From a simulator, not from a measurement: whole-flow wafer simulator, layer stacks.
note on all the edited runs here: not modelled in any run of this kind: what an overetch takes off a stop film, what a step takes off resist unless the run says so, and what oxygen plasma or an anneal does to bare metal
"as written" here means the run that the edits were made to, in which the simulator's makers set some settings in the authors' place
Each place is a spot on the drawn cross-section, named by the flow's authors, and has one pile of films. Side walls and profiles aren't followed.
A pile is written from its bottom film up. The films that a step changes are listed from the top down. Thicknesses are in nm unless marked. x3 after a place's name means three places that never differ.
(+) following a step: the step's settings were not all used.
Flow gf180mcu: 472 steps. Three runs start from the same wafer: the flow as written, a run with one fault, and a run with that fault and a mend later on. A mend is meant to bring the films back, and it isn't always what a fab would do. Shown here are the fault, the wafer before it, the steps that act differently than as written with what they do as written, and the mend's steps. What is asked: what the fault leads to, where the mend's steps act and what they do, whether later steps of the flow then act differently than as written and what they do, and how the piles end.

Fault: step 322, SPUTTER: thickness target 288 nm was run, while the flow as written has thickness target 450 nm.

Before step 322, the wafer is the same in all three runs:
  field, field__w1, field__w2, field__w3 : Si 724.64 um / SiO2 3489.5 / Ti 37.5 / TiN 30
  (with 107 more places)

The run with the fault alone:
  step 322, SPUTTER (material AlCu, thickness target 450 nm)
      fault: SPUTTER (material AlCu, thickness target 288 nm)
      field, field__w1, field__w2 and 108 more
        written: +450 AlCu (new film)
        fault: +288 AlCu (new film)
  Later steps of the flow acting differently than as written (not shown: 1 more step that differs only slightly, by at most 2% or 0.5 nm, whichever is larger):
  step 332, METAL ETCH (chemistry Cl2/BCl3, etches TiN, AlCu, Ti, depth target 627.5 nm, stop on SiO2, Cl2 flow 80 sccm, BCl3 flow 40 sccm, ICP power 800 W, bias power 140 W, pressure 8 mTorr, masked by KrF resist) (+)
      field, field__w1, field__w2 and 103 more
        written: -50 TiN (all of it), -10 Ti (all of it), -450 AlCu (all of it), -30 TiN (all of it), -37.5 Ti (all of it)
        fault: -50 TiN (all of it), -10 Ti (all of it), -288 AlCu (all of it), -30 TiN (all of it), -37.5 Ti (all of it)
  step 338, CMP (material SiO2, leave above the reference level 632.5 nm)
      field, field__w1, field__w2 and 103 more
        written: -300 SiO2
        fault: -462 SiO2
  The piles end different from the flow's at field__w4, field__w8, active and 60 more by more than 2% or 0.5 nm, whichever is larger.
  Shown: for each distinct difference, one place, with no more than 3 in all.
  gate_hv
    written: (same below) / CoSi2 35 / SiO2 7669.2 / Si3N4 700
    fault: (same below) / CoSi2 35 / SiO2 7507.2 / Si3N4 700
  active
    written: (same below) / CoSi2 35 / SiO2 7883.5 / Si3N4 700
    fault: (same below) / CoSi2 35 / SiO2 7721.5 / Si3N4 700
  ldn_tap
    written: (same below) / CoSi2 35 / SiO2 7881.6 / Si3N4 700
    fault: (same below) / CoSi2 35 / SiO2 7719.6 / Si3N4 700

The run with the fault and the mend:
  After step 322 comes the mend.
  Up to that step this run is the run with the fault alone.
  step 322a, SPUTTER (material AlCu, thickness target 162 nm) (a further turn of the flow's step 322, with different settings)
      field, field__w1, field__w2 and 108 more
        +162 AlCu
  Every later step of the flow that is run acts as written at every place that is followed.
  At every place that both follow, the piles at the end match the flow's.
